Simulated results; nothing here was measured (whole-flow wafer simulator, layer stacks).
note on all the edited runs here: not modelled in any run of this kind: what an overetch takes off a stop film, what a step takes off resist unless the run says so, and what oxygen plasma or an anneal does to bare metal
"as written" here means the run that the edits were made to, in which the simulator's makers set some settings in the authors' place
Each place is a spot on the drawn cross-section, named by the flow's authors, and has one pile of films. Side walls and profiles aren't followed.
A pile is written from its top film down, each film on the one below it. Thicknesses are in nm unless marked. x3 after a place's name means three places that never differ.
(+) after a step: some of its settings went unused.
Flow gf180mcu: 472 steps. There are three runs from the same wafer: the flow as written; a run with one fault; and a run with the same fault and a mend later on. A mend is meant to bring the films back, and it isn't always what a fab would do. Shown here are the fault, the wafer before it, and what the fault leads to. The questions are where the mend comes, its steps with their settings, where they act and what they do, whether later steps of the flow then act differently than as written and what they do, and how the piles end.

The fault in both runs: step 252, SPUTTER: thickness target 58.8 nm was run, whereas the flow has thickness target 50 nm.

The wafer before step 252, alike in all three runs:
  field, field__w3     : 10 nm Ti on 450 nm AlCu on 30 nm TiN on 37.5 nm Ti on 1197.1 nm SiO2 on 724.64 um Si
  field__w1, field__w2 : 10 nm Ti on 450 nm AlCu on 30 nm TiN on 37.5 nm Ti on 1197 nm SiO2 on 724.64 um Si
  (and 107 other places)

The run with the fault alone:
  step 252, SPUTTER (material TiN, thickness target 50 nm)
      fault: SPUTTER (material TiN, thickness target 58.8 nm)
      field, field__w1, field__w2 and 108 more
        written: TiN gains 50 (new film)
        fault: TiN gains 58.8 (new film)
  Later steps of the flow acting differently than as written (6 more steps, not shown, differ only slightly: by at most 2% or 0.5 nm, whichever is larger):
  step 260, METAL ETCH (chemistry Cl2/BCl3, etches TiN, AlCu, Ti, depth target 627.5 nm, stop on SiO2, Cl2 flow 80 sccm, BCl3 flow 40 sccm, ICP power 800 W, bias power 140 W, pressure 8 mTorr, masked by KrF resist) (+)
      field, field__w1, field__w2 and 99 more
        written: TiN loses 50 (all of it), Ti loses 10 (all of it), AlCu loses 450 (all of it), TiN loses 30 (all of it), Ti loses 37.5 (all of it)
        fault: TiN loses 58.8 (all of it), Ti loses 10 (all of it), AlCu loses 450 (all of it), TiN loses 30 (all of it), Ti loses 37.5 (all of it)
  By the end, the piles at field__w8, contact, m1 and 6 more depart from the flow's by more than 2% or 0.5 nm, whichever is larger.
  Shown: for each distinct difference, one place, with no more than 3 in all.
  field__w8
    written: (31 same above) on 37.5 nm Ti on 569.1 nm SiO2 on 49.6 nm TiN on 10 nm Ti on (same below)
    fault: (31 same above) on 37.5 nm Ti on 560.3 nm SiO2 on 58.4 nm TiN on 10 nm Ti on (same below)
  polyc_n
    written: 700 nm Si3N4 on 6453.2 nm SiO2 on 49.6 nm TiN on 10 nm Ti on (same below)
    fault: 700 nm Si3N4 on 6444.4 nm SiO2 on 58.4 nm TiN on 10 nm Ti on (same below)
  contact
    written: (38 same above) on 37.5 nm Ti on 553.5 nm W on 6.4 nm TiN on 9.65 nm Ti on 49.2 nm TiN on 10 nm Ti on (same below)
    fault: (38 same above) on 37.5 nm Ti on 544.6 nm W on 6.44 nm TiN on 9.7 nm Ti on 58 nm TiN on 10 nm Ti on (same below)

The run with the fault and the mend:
  The mend stands after step 252.
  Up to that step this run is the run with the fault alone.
  step 252a, METAL ETCH (chemistry Cl2/BCl3, etches TiN, AlCu, Ti, depth target 8.8 nm, Cl2 flow 80 sccm, BCl3 flow 40 sccm, ICP power 800 W, bias power 140 W, pressure 8 mTorr)
      field, field__w1, field__w2 and 108 more
        TiN loses 8.8
  Later steps of the flow that are run all act as written at every place that is followed.
  The piles end the same as the flow's at every place that both follow.
